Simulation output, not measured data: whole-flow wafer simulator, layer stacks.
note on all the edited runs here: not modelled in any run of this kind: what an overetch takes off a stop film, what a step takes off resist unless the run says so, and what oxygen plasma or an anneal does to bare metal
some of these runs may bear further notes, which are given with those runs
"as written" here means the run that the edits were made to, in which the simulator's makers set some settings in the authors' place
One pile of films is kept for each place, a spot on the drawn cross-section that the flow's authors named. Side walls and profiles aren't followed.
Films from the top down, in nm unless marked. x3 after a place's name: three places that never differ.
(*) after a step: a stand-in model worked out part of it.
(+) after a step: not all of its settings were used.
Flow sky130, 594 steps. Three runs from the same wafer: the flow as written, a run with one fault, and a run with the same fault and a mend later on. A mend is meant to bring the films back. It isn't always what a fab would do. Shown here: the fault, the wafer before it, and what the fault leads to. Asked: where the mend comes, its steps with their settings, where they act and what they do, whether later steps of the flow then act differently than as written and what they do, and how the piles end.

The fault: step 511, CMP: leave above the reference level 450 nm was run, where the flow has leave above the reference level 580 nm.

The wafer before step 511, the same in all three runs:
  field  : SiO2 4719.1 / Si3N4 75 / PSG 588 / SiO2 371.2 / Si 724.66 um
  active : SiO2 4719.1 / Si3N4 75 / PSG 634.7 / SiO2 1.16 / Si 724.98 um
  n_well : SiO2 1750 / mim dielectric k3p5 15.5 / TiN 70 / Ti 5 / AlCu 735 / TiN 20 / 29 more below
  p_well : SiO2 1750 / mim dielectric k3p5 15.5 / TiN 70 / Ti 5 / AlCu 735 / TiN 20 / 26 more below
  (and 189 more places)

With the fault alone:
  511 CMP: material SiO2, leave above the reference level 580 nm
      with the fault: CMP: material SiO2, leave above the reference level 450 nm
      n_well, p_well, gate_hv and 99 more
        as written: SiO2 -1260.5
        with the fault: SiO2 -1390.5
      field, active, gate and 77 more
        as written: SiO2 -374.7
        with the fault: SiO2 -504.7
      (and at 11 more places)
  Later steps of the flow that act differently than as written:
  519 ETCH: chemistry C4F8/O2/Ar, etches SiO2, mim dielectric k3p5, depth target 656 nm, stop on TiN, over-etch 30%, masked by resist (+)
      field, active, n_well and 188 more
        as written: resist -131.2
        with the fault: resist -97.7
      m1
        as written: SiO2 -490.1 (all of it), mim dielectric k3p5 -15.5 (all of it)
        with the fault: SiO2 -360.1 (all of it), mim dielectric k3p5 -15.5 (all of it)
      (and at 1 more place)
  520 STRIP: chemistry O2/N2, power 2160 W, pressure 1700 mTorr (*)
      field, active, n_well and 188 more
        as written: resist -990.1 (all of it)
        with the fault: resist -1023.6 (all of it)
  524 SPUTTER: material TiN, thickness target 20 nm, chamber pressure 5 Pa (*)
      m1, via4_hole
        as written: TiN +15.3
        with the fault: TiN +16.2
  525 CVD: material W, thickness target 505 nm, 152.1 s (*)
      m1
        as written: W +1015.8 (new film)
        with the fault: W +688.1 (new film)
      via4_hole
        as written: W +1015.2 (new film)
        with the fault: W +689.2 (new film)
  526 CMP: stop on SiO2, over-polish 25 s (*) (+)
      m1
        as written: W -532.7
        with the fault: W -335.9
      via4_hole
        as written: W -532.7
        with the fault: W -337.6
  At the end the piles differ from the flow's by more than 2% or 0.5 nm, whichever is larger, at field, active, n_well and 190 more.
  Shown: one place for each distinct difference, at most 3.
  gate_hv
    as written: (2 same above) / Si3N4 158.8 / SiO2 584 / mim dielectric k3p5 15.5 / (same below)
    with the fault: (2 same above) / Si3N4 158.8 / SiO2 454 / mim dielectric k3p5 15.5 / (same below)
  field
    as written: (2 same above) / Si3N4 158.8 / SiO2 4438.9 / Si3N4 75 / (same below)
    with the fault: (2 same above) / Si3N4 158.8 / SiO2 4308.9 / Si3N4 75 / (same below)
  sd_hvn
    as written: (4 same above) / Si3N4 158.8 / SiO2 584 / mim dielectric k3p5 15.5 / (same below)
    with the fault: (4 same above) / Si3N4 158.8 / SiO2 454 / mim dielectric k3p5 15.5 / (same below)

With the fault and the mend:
  The mend comes after step 518.
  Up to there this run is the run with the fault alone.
  518a STRIP: chemistry O2/N2, power 2160 W, pressure 1700 mTorr (*)
      field, active, n_well and 188 more
        resist -1121.3 (all of it)
  518b HDPCVD: thickness target 130 nm (*) (the flow's step 510 once more, with other settings)
      field, active, n_well and 190 more
        SiO2 +130
  518c HMDS: 120 C, 60 s (the flow's step 513 once more)
      changes no film at any place that is followed
  518d COAT: resist, thickness 1140 nm (the flow's step 514 once more)
      field, active, n_well and 190 more
        resist +1140 (new film)
  518e SOFTBAKE: resist (the flow's step 515 once more)
      changes no film at any place that is followed
  518f EXPOSE: photomask VIM4, dose 133.8 mJ/cm2, NA 0.6, wavelength 365 nm (*) (the flow's step 516 once more)
      changes no film at any place that is followed
  518g PEB: resist, 70.3 s (the flow's step 517 once more)
      field, active, n_well and 190 more
        resist -18.7
  518h DEVELOP: resist, thickness 1140 nm, developer TMAH-0.26N, 60 s (the flow's step 518 once more)
      m1, via4_hole
        resist -1121.3 (all of it)
  No later step of the flow acts differently than as written at any place that is followed.
  At the end the piles are the same as the flow's at every place that both follow.
